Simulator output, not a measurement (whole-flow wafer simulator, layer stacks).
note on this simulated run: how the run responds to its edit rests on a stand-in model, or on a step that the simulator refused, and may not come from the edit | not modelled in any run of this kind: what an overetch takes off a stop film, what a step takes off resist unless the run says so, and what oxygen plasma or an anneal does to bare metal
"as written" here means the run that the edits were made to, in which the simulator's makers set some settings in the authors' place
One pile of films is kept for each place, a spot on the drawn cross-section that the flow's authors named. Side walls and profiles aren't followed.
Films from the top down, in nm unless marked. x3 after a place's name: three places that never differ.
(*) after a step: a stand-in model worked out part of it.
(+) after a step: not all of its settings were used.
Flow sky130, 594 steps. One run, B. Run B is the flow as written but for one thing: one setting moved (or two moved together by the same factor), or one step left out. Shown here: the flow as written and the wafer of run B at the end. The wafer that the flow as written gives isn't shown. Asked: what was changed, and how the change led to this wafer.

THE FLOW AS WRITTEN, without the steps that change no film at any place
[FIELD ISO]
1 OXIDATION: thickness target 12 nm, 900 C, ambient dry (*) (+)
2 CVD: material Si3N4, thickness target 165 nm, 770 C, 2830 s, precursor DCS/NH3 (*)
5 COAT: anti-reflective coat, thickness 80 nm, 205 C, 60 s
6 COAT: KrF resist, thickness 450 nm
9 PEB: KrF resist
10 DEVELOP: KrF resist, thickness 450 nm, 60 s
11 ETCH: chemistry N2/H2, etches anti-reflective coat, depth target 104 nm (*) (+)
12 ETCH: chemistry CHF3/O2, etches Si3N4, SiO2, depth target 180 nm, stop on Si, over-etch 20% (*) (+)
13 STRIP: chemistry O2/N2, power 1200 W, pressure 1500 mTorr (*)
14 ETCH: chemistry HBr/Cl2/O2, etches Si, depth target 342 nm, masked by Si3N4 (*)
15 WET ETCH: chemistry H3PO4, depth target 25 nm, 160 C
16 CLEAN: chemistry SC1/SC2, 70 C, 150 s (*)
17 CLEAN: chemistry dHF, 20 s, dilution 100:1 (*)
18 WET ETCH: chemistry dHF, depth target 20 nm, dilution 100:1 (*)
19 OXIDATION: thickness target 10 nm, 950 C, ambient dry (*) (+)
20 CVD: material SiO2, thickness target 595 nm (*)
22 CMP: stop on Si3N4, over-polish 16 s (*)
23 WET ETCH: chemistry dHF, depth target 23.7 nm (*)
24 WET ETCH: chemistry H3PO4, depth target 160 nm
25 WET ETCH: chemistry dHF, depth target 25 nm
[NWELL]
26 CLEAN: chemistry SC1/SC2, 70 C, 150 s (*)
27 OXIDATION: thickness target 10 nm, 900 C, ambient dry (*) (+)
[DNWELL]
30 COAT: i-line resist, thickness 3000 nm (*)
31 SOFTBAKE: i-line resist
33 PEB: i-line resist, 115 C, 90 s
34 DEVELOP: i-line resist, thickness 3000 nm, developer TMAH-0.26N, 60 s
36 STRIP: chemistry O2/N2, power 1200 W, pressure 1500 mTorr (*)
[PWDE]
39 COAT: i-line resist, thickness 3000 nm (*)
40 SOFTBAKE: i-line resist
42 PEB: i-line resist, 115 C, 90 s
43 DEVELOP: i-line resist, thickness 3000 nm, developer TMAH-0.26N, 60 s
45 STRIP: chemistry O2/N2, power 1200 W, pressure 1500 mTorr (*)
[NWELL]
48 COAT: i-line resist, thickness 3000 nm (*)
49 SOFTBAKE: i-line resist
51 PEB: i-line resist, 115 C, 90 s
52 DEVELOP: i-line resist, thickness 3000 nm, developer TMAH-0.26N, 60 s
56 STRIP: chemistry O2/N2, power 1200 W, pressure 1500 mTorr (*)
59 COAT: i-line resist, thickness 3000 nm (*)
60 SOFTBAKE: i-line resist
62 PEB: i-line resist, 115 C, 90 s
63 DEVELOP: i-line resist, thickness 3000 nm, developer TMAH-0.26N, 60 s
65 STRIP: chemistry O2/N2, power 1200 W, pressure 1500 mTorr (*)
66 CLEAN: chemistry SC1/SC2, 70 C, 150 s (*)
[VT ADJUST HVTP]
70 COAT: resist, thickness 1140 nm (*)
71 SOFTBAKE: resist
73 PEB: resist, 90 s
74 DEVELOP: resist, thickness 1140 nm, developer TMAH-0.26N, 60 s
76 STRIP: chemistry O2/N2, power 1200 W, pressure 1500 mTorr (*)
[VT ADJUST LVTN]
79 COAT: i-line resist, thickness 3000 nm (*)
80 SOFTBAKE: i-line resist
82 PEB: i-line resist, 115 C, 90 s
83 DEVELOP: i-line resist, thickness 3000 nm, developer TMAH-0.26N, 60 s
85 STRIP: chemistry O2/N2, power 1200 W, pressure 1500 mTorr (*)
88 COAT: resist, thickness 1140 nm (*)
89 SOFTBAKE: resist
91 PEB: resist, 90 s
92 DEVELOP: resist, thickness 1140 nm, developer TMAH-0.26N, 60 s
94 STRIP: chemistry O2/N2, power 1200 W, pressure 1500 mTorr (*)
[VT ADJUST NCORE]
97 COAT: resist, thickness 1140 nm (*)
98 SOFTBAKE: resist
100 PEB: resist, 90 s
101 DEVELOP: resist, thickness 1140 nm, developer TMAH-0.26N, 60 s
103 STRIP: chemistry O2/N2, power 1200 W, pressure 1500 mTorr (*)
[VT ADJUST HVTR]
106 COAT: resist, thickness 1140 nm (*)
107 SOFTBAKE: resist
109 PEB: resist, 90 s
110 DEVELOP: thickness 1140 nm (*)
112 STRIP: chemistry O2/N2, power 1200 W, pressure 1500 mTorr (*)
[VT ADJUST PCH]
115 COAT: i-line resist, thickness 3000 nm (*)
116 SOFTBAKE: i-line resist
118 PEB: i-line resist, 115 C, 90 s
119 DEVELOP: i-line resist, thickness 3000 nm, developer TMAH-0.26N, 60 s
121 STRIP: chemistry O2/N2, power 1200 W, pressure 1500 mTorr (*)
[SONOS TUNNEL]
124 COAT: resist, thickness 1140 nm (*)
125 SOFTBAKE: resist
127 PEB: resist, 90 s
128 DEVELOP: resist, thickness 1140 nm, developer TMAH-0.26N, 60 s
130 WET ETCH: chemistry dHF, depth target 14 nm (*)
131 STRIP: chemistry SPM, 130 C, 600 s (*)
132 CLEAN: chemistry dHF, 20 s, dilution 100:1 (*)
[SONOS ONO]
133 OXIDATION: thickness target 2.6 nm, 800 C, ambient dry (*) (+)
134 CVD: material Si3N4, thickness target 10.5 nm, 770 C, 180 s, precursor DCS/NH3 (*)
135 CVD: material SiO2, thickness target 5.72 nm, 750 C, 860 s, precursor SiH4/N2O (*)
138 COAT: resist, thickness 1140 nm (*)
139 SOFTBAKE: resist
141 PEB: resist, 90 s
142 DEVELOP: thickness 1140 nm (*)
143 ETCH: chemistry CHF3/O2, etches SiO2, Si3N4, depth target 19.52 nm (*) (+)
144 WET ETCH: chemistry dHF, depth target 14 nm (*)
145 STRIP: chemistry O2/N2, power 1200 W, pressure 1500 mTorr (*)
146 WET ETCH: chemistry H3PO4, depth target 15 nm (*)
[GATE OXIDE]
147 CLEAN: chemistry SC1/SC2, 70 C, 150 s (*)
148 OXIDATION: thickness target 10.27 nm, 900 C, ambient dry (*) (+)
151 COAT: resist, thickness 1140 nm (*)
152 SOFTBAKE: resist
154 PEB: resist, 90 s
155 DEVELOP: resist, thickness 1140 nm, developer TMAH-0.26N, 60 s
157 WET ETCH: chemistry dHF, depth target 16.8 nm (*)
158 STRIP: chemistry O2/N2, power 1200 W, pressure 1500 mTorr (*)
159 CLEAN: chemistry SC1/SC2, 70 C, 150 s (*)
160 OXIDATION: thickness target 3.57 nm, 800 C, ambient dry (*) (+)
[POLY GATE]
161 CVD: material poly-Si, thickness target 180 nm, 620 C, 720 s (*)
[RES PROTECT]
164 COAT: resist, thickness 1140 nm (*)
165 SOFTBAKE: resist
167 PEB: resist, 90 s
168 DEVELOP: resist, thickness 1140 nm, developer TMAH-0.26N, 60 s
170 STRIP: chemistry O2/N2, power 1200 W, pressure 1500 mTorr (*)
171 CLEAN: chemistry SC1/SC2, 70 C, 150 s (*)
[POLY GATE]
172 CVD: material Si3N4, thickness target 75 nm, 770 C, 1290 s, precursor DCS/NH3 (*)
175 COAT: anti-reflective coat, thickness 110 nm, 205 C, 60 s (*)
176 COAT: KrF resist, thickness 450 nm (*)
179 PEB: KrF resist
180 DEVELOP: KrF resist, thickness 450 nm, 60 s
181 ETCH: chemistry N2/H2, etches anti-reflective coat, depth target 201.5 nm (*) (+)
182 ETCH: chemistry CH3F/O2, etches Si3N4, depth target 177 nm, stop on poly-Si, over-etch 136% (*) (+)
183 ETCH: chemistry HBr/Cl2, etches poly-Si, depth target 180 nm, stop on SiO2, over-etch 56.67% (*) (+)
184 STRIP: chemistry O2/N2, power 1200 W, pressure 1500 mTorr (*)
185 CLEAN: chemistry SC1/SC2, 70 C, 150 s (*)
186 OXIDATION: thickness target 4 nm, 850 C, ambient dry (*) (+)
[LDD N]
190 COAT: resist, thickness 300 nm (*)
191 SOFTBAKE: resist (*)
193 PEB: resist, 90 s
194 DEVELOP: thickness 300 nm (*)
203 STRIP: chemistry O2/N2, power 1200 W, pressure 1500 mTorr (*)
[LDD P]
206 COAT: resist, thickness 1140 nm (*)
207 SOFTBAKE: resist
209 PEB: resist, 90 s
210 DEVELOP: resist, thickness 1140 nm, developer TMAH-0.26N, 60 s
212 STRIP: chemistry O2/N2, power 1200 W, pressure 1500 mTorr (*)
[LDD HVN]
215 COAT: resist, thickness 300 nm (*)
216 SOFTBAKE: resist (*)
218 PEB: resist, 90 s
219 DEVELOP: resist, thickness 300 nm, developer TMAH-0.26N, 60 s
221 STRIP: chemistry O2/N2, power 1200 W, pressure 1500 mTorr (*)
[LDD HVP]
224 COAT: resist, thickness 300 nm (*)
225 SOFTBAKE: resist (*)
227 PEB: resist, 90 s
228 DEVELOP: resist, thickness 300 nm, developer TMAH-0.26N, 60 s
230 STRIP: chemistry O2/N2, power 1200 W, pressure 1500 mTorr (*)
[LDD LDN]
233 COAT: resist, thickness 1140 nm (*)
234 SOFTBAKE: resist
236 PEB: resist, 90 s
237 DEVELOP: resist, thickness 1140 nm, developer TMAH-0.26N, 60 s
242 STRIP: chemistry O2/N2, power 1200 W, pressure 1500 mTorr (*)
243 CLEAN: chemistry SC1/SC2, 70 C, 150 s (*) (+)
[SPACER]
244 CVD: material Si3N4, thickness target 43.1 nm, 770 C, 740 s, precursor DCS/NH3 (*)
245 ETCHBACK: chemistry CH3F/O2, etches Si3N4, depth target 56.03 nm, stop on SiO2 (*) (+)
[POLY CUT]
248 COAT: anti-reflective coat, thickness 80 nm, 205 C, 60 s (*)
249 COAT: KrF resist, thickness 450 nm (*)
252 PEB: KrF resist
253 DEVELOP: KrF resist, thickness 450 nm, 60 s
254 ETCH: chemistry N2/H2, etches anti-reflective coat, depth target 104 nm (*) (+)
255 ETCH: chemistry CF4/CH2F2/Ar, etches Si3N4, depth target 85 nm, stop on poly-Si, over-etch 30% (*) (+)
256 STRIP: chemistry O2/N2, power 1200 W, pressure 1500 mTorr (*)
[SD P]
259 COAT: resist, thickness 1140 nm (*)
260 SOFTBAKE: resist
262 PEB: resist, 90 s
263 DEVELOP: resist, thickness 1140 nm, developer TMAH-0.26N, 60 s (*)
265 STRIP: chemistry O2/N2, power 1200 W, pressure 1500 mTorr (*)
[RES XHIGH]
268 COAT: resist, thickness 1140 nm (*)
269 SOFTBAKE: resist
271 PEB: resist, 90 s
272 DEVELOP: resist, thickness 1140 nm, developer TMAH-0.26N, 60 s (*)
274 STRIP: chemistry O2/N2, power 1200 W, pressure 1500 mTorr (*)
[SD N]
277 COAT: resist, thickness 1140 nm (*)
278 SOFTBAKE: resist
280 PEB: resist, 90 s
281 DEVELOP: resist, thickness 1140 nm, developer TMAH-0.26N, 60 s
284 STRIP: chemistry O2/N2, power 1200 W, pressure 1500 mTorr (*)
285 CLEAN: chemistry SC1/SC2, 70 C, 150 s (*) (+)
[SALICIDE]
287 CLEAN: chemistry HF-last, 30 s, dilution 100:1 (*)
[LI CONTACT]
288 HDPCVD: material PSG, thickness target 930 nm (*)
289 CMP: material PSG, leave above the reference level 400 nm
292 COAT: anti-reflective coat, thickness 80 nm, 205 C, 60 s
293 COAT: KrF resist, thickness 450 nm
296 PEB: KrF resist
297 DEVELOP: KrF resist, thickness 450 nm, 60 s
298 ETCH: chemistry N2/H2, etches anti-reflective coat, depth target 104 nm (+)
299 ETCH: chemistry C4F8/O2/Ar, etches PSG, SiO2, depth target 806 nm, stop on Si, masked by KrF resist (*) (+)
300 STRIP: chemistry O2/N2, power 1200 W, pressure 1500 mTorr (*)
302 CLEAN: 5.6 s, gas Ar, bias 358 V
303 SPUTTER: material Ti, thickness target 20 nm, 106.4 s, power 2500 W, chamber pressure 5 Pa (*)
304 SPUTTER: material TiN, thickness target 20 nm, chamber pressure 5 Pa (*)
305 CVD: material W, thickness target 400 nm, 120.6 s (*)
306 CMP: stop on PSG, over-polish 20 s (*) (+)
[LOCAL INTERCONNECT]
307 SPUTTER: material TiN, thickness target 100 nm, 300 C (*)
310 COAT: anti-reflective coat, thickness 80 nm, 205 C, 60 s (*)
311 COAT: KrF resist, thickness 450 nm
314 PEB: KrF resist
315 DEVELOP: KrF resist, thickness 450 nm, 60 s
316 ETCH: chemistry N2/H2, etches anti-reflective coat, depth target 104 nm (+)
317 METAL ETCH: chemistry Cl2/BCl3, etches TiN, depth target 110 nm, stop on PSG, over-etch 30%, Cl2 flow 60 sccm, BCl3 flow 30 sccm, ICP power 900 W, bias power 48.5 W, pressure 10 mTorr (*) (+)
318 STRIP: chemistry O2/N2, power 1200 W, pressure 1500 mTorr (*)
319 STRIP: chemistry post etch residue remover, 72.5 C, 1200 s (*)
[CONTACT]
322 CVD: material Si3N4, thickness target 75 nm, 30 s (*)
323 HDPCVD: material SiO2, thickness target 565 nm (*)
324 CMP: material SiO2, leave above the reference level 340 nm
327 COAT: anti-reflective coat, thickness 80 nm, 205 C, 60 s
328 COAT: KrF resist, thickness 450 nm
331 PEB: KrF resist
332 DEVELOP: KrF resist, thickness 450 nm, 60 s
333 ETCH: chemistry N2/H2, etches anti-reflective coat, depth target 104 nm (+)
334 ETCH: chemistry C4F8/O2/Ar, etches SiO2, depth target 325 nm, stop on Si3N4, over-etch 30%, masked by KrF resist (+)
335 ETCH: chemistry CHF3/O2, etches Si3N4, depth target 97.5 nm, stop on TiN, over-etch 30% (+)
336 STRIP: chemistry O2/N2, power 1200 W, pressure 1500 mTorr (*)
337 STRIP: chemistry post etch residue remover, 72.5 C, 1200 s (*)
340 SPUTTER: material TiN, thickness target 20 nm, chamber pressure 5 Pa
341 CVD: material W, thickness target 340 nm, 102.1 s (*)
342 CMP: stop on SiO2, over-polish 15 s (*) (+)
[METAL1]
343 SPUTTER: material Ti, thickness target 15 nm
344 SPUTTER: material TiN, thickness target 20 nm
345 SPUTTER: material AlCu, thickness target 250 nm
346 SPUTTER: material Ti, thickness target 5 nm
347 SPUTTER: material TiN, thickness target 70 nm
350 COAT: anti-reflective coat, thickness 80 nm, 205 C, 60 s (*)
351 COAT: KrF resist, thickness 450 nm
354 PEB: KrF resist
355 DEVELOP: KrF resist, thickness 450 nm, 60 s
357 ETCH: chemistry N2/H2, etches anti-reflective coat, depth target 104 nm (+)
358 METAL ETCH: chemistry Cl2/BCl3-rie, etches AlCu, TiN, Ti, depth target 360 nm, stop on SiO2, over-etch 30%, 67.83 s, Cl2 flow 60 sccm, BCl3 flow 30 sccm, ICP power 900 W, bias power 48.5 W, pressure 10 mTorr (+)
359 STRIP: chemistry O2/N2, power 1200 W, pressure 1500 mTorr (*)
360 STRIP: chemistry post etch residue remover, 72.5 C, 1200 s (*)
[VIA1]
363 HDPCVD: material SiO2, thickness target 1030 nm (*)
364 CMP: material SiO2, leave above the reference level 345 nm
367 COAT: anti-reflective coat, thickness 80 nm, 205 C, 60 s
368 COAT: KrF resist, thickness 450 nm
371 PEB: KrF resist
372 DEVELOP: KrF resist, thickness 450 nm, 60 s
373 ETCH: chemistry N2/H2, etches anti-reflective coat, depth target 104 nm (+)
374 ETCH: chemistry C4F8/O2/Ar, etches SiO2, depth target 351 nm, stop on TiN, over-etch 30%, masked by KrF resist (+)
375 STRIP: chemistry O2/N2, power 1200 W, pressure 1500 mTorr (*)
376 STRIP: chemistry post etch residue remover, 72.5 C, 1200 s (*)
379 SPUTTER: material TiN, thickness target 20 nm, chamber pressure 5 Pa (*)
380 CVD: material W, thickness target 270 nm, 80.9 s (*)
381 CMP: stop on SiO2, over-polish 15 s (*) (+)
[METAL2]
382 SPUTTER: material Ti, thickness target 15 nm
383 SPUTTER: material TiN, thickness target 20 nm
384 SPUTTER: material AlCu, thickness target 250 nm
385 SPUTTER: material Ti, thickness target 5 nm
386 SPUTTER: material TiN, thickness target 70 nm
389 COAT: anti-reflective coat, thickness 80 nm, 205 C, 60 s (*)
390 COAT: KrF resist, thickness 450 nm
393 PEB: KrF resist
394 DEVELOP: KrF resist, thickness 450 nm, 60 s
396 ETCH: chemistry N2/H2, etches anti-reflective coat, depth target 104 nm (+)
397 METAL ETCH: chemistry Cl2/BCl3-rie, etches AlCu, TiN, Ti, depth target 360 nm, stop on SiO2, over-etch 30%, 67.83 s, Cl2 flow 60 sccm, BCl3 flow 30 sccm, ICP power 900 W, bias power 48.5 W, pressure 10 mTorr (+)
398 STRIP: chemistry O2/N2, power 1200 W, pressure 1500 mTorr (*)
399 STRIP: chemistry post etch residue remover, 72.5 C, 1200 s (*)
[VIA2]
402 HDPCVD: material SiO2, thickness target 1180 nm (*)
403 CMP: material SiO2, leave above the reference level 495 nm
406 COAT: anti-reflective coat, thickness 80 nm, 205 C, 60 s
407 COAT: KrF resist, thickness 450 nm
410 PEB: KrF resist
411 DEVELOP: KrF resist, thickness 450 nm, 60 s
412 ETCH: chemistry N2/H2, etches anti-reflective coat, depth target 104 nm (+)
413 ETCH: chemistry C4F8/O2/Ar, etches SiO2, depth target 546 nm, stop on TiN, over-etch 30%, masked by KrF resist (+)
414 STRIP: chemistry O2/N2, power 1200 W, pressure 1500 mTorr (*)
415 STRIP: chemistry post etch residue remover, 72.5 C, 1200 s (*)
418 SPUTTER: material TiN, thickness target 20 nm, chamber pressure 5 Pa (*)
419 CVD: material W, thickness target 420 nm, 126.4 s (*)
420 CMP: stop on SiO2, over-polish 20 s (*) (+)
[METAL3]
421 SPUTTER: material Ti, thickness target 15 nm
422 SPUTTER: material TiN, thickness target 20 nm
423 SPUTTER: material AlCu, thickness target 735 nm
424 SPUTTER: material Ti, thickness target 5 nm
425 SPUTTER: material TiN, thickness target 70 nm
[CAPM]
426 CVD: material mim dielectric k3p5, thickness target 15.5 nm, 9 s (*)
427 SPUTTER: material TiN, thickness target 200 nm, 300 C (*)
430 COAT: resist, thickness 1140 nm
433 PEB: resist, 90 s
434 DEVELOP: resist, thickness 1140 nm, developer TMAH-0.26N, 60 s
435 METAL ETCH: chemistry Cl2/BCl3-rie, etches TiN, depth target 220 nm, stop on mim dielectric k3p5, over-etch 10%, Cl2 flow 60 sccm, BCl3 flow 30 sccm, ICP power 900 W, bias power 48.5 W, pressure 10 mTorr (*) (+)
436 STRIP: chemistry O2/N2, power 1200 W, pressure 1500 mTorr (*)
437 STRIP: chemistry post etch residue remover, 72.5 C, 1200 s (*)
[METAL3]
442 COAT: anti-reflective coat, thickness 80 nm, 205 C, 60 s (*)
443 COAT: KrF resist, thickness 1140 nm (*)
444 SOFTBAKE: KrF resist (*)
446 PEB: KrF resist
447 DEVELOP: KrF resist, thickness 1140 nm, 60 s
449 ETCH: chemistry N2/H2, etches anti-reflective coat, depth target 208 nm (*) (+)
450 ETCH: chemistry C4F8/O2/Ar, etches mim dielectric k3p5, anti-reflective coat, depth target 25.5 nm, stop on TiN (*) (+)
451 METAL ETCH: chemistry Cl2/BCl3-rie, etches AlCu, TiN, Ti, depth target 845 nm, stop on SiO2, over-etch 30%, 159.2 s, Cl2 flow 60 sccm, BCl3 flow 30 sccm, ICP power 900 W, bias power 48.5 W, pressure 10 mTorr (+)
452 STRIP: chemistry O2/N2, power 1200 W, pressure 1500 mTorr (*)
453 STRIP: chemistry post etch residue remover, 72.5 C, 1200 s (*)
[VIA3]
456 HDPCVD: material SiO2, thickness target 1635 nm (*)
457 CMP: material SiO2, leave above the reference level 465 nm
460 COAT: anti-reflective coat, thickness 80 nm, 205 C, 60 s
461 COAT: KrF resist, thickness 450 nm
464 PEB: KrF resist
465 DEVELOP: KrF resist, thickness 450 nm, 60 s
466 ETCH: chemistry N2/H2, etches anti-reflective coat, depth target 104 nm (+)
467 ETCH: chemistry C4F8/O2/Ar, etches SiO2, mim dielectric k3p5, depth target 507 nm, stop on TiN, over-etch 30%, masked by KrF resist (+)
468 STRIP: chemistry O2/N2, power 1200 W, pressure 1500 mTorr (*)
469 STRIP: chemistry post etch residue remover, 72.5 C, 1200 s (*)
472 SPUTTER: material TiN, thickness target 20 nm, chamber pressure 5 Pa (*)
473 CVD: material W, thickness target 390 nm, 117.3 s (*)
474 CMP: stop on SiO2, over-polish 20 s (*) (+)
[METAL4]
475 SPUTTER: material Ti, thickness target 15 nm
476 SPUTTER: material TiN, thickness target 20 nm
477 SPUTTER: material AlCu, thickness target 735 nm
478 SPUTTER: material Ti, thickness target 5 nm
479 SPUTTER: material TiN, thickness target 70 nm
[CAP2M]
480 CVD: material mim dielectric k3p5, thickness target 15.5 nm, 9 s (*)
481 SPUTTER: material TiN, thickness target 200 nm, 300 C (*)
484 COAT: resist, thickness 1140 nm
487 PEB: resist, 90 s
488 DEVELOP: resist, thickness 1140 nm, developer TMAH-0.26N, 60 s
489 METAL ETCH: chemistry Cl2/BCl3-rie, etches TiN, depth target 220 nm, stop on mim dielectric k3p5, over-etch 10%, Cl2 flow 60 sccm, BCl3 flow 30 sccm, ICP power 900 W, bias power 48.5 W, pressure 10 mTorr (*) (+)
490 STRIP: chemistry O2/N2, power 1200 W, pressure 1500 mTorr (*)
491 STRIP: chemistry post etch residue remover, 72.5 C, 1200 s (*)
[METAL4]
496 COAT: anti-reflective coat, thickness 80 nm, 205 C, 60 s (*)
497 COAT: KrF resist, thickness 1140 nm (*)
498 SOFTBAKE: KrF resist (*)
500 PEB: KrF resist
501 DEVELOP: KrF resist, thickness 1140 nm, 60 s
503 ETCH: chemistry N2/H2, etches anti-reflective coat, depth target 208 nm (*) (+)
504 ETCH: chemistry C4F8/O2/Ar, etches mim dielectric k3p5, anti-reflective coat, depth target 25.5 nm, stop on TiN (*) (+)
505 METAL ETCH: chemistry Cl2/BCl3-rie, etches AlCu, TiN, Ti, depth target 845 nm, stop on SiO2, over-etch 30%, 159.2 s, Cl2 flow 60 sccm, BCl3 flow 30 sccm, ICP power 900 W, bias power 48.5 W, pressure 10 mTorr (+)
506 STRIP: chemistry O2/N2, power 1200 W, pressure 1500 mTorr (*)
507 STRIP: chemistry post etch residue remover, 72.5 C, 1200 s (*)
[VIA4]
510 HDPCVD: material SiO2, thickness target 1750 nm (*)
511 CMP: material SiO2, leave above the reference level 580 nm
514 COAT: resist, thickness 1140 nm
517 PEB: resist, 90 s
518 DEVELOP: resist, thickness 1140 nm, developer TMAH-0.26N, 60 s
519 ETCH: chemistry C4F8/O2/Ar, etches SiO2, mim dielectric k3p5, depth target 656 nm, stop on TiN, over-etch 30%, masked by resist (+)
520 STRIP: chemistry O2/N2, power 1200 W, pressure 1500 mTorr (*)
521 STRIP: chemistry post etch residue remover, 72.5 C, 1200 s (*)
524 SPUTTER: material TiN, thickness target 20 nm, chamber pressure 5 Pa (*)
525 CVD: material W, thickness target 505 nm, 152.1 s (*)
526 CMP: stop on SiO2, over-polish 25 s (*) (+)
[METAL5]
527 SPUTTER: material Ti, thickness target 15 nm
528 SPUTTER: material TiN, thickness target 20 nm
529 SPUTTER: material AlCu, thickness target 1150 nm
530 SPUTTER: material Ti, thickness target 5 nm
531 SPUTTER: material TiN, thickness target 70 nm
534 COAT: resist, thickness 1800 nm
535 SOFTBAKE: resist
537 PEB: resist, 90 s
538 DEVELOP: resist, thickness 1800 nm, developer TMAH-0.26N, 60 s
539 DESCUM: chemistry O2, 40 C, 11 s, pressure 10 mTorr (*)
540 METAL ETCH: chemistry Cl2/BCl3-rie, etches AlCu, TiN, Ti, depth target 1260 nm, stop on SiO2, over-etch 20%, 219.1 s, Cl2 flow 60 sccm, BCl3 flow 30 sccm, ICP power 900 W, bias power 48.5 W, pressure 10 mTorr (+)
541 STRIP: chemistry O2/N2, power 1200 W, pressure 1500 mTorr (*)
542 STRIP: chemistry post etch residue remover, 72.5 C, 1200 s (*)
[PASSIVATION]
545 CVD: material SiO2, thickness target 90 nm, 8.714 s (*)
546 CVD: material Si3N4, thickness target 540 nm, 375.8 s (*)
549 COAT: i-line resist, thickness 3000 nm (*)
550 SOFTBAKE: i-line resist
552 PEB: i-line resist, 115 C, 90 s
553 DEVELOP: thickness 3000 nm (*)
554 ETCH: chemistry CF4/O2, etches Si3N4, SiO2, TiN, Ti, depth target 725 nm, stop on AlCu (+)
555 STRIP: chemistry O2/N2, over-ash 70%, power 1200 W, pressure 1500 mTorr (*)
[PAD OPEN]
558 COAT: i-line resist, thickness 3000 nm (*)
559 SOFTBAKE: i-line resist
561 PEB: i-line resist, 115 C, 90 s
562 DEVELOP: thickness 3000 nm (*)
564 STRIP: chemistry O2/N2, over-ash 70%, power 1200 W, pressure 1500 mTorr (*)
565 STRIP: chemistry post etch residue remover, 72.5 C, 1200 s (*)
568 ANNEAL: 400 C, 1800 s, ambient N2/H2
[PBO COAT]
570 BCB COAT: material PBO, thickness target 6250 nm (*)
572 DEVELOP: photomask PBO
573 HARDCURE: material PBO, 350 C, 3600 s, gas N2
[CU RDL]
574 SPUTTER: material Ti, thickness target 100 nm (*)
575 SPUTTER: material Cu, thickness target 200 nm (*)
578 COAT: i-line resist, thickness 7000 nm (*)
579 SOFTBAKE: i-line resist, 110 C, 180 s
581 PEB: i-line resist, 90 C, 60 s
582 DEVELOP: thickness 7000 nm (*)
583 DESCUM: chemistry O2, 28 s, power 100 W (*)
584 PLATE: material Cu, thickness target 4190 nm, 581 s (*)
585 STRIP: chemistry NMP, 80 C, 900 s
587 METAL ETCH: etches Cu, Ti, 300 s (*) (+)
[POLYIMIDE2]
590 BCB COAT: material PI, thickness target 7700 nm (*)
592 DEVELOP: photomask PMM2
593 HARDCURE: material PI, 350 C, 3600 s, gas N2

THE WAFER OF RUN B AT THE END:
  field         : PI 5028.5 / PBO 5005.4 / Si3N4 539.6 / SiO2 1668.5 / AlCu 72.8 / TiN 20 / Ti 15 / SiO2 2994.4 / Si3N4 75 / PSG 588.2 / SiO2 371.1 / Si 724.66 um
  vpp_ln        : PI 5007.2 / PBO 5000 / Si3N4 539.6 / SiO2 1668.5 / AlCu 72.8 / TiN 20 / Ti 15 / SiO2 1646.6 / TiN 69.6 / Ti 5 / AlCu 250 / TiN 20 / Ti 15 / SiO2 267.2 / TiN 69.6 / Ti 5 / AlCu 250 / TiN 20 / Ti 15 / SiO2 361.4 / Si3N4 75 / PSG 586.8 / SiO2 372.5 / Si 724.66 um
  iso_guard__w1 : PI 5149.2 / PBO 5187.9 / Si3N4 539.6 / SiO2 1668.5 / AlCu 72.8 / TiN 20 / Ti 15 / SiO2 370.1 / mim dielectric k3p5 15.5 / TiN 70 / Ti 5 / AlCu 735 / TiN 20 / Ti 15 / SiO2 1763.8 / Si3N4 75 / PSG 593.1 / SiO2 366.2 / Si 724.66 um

The cause: step 477, SPUTTER: thickness target 1102 nm was run, where the flow has thickness target 735 nm.

How the change led to this, step by step:
  477 SPUTTER: material AlCu, thickness target 735 nm
      field, active, n_well and 189 more: AlCu +1102 (new film) (as written it would be: AlCu +735 (new film))
  505 METAL ETCH: chemistry Cl2/BCl3-rie, etches AlCu, TiN, Ti, depth target 845 nm, stop on SiO2, over-etch 30%, 159.2 s, Cl2 flow 60 sccm, BCl3 flow 30 sccm, ICP power 900 W, bias power 48.5 W, pressure 10 mTorr (+)
      field, active, gate and 70 more: TiN -70 (all of it), Ti -5 (all of it), AlCu -1023.5 (as written it would be: TiN -70 (all of it), Ti -5 (all of it), AlCu -735 (all of it), TiN -20 (all of it), Ti -15 (all of it), SiO2 -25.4)
      vpp_iso1, mim_edge_plate, m1_ln and 12 more: TiN -70 (all of it), Ti -5 (all of it), AlCu -1023.5 (as written it would be: TiN -70 (all of it), Ti -5 (all of it), AlCu -735 (all of it), TiN -20 (all of it), Ti -15 (all of it), SiO2 -25.3)
  507 STRIP: chemistry post etch residue remover, 72.5 C, 1200 s (*)
      field, active, gate and 85 more: AlCu -5.72 (as written it would be: nothing)
  510 HDPCVD: material SiO2, thickness target 1750 nm (*)
      field, active, gate and 85 more: SiO2 +1750 (new film) (as written it would be: SiO2 +1750)
  511 CMP: material SiO2, leave above the reference level 580 nm
      field, active, gate and 76 more: SiO2 -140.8 (as written it would be: SiO2 -374.7)
      iso_guard__w1, mim_edge_gap, vpp_l1ln and 6 more: SiO2 -140.8 (as written it would be: SiO2 -374.6)
Counting metal films that touch as one body, field has 1 body; the flow as written gives 0 bodies.
Counting metal films that touch as one body, vpp_ln has 3 bodies (between them, from the top down: SiO2 1646.6; SiO2 267.2); the flow as written gives 2 bodies (between them, from the top down: SiO2 267.2).
Counting metal films that touch as one body, iso_guard__w1 has 2 bodies (between them, from the top down: SiO2 370.1 / mim dielectric k3p5 15.5); the flow as written gives 1 body.
